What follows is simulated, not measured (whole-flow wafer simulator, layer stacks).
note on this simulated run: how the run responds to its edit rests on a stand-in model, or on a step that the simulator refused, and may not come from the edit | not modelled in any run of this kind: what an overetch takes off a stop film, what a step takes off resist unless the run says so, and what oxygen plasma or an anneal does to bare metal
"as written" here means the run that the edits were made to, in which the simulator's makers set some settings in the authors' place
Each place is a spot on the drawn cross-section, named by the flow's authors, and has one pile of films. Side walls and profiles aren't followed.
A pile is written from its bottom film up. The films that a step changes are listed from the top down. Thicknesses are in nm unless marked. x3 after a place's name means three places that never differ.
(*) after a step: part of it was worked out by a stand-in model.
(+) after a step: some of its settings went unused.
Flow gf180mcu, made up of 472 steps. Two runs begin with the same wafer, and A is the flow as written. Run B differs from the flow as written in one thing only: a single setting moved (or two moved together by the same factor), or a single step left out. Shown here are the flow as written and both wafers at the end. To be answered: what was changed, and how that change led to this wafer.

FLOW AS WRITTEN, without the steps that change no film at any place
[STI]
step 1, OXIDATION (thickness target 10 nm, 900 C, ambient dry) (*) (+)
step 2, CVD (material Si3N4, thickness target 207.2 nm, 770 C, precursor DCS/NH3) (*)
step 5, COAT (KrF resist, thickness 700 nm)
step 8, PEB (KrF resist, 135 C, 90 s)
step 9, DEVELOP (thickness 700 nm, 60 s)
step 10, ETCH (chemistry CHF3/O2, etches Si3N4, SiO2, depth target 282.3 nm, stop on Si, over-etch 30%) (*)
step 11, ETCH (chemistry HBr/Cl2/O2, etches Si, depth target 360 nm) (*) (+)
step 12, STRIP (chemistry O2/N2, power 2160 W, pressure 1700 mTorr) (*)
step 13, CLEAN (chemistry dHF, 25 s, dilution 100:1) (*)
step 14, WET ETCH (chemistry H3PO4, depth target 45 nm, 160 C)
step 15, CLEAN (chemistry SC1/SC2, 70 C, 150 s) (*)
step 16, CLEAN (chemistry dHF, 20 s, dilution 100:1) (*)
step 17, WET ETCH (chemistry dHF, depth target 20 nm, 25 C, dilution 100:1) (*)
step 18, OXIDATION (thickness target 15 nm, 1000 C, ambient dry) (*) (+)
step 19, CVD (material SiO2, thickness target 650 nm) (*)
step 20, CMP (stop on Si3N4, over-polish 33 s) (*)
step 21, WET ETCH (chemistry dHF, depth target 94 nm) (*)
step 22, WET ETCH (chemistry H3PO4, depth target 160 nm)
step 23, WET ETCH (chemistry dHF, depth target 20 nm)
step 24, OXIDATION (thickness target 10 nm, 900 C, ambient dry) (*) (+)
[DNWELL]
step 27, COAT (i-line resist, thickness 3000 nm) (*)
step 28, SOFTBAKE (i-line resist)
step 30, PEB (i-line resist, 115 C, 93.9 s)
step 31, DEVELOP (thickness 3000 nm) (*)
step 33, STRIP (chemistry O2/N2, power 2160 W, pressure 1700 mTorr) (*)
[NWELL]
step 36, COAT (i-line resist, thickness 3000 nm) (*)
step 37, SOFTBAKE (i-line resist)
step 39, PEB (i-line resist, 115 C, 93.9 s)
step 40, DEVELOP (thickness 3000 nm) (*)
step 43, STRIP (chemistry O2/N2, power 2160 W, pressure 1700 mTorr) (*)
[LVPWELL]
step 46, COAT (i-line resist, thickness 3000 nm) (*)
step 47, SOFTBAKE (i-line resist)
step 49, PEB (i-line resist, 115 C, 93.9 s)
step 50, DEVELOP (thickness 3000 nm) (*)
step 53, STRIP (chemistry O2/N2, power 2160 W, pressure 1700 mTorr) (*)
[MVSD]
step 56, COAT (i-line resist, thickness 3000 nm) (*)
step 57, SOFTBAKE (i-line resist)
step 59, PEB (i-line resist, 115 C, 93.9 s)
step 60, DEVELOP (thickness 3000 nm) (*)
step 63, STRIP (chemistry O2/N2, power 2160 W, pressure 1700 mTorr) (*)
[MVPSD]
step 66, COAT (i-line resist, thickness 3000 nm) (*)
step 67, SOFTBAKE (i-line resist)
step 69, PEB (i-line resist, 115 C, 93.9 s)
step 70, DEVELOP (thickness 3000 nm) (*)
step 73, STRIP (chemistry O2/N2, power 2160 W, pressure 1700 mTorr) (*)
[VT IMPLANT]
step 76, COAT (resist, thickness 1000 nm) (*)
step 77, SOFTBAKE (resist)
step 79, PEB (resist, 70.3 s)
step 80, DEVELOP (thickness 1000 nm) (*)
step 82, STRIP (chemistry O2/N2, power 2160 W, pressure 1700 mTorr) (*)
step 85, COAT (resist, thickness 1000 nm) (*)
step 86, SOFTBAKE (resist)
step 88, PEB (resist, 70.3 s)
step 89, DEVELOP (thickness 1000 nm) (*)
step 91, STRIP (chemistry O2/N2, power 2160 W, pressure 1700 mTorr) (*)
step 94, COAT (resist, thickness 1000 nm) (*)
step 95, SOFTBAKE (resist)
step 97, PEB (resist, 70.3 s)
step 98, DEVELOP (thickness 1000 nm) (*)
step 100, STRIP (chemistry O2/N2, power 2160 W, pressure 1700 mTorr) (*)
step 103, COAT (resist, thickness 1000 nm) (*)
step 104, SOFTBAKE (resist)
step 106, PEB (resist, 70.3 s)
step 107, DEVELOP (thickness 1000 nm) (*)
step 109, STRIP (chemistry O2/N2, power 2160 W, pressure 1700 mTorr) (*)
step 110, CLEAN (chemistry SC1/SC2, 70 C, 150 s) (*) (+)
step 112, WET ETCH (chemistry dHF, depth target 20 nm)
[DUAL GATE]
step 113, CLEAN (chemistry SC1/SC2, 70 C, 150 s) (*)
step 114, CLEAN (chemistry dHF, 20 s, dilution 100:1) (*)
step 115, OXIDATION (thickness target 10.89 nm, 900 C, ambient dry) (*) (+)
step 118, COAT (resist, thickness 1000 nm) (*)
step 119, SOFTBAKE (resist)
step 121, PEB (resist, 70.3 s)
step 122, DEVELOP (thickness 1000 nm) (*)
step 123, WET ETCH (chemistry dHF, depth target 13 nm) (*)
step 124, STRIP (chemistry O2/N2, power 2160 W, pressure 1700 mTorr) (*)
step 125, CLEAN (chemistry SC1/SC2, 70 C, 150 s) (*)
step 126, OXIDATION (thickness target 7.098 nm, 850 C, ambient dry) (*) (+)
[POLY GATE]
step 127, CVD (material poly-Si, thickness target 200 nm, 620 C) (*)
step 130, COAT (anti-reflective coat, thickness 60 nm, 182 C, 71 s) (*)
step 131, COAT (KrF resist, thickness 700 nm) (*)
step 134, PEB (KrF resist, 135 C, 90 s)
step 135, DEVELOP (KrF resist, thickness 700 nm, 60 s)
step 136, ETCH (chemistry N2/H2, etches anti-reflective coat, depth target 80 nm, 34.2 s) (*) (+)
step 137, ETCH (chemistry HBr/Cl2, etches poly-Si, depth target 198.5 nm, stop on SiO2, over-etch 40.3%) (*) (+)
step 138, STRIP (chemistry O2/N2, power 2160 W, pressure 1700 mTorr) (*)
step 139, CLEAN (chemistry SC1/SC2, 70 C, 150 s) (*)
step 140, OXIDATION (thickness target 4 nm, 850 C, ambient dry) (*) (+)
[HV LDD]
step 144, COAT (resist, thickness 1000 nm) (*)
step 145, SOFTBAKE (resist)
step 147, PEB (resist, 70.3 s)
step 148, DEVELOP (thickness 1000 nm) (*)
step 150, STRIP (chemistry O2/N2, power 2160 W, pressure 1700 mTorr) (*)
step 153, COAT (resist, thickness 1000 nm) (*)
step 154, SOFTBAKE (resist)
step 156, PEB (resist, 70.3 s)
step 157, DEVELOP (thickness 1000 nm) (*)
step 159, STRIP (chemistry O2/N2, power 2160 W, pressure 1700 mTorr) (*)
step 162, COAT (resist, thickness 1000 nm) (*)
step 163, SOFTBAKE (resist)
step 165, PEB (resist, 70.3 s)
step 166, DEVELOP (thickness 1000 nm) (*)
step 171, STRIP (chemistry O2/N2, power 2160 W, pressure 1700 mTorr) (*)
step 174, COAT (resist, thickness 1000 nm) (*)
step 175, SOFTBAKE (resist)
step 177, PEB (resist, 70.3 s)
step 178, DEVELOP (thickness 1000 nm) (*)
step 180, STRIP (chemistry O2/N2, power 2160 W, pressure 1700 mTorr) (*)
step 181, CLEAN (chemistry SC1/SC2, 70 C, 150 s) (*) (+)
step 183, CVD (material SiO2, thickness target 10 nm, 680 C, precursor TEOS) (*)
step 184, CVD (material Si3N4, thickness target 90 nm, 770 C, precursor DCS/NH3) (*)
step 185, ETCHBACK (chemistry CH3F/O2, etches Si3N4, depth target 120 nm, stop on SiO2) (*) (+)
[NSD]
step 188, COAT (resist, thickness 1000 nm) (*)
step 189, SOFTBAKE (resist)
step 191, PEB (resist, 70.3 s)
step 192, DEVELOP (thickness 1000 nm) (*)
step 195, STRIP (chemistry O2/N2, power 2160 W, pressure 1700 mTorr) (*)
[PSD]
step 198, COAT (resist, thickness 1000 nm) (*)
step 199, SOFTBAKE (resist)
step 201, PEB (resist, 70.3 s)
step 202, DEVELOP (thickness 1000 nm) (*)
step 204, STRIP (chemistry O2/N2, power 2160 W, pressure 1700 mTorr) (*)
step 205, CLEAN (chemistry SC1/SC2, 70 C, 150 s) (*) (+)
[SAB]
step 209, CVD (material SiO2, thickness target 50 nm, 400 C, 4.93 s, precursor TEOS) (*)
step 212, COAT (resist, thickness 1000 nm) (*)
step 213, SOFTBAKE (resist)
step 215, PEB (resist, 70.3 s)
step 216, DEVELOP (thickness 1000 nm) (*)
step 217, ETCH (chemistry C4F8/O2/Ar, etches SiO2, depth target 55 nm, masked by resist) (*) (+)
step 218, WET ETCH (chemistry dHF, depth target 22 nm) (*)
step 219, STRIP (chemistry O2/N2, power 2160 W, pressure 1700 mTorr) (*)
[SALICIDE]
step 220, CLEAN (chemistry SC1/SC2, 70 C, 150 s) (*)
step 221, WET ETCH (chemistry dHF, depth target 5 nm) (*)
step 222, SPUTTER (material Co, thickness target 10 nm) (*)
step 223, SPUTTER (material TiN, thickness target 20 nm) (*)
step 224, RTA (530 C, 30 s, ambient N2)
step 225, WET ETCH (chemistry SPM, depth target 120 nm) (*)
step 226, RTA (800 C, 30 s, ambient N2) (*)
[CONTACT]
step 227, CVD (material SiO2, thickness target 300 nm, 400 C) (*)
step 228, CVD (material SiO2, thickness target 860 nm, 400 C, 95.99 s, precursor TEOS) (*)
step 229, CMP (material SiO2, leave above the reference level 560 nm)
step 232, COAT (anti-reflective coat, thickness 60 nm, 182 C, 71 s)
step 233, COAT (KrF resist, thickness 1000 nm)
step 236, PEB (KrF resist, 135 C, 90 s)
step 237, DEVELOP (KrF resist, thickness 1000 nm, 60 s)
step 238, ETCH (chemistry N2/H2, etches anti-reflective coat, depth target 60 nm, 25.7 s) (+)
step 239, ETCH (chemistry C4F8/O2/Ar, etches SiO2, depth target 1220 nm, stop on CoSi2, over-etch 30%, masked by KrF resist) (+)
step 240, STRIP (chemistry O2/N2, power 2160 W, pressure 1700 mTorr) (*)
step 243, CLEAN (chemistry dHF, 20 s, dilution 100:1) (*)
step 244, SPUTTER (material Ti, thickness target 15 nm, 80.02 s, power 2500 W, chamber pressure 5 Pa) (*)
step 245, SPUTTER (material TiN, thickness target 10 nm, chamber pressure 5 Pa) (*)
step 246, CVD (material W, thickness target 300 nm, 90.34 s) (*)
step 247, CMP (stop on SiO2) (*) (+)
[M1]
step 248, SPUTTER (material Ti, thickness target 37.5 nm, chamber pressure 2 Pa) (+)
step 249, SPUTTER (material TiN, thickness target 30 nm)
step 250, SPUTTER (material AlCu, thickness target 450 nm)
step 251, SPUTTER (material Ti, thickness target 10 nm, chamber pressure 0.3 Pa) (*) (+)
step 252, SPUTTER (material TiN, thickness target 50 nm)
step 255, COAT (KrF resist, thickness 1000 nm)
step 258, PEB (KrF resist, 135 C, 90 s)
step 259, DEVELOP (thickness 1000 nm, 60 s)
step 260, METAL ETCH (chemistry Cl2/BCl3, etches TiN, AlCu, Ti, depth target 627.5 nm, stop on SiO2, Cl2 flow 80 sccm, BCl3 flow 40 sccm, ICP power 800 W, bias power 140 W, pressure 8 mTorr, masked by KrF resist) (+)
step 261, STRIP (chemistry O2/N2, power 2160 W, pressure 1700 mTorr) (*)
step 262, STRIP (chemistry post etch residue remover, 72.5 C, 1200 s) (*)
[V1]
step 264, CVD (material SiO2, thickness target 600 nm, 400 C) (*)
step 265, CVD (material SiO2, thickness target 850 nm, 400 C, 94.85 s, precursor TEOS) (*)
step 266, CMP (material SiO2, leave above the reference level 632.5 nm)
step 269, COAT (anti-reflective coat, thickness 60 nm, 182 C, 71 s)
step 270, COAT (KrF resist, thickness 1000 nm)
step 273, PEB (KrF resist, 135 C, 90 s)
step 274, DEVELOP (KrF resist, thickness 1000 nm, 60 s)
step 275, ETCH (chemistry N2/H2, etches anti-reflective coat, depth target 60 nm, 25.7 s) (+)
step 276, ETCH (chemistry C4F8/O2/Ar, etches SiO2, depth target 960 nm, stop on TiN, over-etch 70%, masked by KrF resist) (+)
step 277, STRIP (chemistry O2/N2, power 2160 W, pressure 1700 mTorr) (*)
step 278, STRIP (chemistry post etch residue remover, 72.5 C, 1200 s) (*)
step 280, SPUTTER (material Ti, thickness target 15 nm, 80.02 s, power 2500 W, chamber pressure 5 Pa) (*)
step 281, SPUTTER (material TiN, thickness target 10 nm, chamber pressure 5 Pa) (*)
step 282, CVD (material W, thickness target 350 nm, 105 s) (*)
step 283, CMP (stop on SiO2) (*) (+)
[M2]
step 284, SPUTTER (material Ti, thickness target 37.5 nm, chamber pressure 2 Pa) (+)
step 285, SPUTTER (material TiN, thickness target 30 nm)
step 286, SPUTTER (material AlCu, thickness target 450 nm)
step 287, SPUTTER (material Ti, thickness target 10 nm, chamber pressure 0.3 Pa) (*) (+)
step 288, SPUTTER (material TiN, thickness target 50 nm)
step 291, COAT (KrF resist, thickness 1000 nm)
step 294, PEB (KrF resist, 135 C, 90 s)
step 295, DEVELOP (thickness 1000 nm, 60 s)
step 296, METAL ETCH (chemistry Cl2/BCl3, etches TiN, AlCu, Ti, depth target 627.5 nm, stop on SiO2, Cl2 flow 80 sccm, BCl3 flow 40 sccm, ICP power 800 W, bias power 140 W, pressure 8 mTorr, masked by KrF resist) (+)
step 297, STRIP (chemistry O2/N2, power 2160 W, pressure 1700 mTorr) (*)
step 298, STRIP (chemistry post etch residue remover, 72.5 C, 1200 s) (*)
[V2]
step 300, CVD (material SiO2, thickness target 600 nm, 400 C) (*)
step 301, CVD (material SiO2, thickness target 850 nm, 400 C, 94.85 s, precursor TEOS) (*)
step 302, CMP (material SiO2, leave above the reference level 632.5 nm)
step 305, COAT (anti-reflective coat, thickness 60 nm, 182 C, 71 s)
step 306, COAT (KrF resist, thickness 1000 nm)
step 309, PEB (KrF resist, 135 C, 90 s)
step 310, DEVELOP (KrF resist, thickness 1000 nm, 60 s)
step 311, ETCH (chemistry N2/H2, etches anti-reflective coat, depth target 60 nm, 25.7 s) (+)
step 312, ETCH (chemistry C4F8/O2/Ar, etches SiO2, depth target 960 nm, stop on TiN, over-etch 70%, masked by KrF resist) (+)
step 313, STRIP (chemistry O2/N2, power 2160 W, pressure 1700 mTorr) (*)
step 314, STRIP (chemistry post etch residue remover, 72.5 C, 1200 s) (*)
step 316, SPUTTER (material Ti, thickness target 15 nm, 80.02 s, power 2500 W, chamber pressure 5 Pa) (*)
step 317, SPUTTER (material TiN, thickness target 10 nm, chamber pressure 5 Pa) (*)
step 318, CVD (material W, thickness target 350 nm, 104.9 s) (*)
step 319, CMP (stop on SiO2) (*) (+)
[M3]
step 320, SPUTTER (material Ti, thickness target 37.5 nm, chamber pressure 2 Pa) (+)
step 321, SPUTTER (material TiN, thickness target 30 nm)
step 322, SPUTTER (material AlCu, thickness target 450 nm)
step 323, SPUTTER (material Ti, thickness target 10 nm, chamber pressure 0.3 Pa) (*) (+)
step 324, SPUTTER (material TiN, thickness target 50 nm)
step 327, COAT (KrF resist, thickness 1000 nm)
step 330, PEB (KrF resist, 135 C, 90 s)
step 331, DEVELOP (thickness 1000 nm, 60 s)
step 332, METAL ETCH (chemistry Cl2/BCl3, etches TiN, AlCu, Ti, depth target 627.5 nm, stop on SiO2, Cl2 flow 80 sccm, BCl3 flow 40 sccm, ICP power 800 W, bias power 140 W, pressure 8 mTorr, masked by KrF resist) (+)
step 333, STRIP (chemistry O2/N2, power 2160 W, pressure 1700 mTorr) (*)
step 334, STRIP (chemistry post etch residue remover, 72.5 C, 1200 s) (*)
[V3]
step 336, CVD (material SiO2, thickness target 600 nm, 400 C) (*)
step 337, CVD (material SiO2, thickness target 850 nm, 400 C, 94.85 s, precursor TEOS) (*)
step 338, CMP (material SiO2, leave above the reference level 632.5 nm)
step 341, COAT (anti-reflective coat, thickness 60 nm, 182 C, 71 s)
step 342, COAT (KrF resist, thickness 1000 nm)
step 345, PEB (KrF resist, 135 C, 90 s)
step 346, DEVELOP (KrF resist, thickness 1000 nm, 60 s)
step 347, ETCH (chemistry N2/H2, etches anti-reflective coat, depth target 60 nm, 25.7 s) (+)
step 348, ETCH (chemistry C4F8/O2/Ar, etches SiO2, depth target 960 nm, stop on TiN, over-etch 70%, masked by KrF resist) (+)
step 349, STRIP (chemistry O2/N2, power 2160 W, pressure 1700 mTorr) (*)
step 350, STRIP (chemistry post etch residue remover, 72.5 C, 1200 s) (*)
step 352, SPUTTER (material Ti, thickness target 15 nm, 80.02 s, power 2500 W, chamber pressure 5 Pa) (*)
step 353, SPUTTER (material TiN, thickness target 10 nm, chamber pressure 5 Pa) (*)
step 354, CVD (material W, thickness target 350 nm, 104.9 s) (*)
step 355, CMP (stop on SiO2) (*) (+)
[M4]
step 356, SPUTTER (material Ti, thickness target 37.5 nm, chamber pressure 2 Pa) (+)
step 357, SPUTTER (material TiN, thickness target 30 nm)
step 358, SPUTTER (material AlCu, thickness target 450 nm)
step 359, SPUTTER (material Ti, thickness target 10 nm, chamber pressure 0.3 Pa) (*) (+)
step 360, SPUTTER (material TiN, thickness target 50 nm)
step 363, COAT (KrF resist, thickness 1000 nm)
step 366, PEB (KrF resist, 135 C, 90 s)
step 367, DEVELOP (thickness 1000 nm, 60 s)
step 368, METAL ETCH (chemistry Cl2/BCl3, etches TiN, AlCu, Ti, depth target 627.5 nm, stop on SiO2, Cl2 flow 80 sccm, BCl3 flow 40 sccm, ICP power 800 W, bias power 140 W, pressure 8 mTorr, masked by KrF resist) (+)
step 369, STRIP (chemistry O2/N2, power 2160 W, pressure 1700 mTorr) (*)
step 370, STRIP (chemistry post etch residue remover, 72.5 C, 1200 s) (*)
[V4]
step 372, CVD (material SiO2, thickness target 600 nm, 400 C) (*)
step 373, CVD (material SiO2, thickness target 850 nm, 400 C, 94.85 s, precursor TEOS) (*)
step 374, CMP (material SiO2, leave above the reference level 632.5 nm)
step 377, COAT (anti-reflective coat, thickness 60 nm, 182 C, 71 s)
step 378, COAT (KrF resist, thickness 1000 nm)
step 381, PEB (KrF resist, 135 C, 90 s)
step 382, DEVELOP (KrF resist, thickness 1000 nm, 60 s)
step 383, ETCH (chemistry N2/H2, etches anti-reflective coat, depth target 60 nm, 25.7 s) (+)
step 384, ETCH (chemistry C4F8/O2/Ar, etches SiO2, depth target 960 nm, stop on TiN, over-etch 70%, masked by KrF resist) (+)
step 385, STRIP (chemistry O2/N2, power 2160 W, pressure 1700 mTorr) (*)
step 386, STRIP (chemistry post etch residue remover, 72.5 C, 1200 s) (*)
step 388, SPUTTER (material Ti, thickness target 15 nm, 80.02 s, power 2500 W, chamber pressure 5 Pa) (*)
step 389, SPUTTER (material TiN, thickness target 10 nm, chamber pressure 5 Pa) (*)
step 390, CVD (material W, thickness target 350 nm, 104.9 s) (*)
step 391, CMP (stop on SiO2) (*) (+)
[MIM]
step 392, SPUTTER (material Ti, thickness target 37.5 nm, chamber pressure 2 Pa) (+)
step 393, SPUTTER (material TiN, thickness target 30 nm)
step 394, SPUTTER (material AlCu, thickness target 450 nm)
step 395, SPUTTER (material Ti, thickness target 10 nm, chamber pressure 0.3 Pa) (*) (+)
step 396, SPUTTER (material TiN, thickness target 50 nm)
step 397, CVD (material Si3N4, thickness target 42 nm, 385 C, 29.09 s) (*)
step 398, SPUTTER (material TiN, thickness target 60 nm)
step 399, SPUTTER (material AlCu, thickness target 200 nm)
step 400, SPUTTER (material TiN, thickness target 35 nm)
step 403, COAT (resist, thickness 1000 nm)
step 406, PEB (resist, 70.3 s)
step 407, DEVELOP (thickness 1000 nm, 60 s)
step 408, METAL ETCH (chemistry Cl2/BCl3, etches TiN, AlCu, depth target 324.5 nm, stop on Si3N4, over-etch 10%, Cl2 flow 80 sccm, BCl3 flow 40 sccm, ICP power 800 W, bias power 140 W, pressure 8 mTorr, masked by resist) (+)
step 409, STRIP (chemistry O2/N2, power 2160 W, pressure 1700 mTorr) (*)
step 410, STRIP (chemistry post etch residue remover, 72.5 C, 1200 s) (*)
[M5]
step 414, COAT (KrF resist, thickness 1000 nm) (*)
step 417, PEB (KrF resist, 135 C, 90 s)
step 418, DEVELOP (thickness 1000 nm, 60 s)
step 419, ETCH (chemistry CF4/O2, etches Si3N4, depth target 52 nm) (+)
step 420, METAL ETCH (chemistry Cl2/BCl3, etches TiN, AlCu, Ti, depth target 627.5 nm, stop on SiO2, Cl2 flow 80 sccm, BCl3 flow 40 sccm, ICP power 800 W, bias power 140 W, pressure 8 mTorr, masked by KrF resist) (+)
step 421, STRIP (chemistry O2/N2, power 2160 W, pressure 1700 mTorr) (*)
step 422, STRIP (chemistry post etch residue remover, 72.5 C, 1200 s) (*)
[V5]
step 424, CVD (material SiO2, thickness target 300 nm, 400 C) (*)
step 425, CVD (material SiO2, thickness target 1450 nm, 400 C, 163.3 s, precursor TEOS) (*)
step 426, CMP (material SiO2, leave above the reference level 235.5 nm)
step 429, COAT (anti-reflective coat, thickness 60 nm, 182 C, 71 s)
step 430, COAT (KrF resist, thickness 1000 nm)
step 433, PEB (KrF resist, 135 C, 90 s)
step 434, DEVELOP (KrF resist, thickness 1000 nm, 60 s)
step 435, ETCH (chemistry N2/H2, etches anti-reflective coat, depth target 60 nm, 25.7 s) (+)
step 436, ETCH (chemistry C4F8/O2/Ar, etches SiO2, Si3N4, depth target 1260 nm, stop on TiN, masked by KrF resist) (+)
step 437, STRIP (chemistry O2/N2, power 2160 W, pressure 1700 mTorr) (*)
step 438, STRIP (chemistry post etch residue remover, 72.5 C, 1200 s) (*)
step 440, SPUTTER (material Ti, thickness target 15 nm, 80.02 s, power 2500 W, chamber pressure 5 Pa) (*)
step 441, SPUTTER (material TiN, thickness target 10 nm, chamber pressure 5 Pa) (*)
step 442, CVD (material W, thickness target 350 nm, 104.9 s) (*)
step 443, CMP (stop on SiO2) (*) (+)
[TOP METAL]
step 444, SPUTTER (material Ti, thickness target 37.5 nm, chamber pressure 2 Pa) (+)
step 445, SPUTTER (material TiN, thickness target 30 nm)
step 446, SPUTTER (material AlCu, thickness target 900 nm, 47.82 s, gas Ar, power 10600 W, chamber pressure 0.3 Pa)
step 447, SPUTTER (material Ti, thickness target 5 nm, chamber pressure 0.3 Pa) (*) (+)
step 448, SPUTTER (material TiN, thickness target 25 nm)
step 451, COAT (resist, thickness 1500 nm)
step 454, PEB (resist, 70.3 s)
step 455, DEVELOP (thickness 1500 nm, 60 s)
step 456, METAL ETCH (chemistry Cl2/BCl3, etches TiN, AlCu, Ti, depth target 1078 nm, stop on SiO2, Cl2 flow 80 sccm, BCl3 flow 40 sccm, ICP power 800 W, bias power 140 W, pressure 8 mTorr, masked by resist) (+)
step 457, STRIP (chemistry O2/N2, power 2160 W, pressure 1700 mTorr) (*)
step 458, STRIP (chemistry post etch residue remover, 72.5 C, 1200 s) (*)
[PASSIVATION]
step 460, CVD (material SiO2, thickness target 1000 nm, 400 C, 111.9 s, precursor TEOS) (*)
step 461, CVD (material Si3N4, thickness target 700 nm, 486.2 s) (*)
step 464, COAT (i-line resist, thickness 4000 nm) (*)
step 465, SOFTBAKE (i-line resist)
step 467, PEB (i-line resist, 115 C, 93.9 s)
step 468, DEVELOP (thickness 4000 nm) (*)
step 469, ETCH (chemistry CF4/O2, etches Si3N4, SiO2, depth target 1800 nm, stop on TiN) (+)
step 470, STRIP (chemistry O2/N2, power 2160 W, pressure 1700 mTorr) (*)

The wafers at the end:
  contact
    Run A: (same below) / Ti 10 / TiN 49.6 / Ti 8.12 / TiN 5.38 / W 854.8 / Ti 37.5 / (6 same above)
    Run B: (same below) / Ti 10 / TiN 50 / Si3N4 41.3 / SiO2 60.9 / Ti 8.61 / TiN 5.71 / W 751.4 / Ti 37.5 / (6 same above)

Cause: step 436, ETCH: depth target 769 nm was run, while the flow as written has depth target 1260 nm.

How this came from the change, step by step:
  step 436, ETCH (chemistry C4F8/O2/Ar, etches SiO2, Si3N4, depth target 1260 nm, stop on TiN, masked by KrF resist) (+)
      contact: A SiO2 loses 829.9 (all of it), Si3N4 loses 41.3 (all of it) | B SiO2 loses 769
      field, field__w1, field__w2 and 108 more: A KrF resist loses 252 | B KrF resist loses 153.8
  step 437, STRIP (chemistry O2/N2, power 2160 W, pressure 1700 mTorr) (*)
      field, field__w1, field__w2 and 108 more: A KrF resist loses 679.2 (all of it), anti-reflective coat loses 60 (all of it) | B KrF resist loses 777.4 (all of it), anti-reflective coat loses 60 (all of it)
  step 442, CVD (material W, thickness target 350 nm, 104.9 s) (*)
      contact: A W gains 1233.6 (new film) | B W gains 1130.1 (new film)
With metal films that touch counted as one body, contact has 2 bodies (between them, from the top down: SiO2 60.9 / Si3N4 41.3); the flow as written gives 1 body.
